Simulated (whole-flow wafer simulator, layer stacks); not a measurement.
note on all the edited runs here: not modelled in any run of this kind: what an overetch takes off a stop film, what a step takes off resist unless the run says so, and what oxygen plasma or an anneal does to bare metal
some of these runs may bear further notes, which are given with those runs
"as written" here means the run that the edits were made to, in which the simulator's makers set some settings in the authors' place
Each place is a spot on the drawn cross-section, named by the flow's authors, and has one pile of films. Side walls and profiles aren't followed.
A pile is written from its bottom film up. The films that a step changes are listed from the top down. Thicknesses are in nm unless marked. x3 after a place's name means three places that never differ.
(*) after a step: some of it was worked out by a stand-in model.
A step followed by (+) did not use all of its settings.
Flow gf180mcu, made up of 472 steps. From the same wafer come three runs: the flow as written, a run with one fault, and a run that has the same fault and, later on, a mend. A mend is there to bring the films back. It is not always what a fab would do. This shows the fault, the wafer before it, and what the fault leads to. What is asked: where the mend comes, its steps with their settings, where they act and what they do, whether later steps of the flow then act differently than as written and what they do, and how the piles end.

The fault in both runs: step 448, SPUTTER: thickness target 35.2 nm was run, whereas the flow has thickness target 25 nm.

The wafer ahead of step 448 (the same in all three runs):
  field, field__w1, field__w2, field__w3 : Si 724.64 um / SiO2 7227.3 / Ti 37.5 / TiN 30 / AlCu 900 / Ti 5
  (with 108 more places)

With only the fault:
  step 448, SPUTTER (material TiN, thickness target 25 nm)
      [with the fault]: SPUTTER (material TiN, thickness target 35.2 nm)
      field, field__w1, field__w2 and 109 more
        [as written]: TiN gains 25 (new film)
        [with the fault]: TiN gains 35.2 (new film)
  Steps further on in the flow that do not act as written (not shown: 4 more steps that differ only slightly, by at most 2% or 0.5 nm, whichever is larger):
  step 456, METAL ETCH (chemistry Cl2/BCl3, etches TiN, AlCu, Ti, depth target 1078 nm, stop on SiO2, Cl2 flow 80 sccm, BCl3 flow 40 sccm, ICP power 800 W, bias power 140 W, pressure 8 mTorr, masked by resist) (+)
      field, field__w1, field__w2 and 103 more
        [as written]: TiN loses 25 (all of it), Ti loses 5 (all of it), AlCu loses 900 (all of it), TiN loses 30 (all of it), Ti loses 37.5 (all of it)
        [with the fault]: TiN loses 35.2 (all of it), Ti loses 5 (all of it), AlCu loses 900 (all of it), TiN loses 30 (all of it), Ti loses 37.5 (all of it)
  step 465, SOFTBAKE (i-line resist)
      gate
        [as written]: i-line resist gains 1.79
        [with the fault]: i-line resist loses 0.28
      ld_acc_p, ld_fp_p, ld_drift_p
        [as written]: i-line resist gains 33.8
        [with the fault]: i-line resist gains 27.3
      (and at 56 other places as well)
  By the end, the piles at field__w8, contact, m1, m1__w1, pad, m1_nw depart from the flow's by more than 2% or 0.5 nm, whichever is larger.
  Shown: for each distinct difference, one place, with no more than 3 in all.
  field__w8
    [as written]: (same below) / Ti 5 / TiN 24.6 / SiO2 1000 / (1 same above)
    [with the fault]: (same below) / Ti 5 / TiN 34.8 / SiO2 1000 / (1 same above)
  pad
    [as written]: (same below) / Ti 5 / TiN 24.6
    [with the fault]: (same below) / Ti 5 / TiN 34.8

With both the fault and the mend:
  After step 455 comes the mend.
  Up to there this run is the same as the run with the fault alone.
  step 455a, STRIP (chemistry O2/N2, power 2160 W, pressure 1700 mTorr) (*)
      field__w8, contact, m1, m1__w1, pad, m1_nw
        resist loses 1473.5 (all of it)
  step 455b, METAL ETCH (chemistry Cl2/BCl3, etches TiN, AlCu, Ti, depth target 10.2 nm, Cl2 flow 80 sccm, BCl3 flow 40 sccm, ICP power 800 W, bias power 140 W, pressure 8 mTorr) (a further turn of the flow's step 260, with different settings)
      field, field__w1, field__w2 and 109 more
        TiN loses 10.2
  step 455c, HMDS (120 C, 60 s) (a further turn of the flow's step 450)
      leaves every film unchanged at each place that is followed
  step 455d, COAT (resist, thickness 1500 nm) (a further turn of the flow's step 451)
      field, field__w1, field__w2 and 109 more
        resist gains 1500 (new film)
  step 455e, SOFTBAKE (resist) (a further turn of the flow's step 452)
      leaves every film unchanged at each place that is followed
  step 455f, EXPOSE (photomask MetalTop) (a further turn of the flow's step 453)
      leaves every film unchanged at each place that is followed
  step 455g, PEB (resist, 70.3 s) (a further turn of the flow's step 454)
      field, field__w1, field__w2 and 109 more
        resist loses 26.5
  step 455h, DEVELOP (thickness 1500 nm, 60 s) (a further turn of the flow's step 455)
      field, field__w1, field__w2 and 103 more
        resist loses 1473.5 (all of it)
  Every later step of the flow that is run acts as written at every place that is followed.
  At every place that both follow, the piles at the end match the flow's.
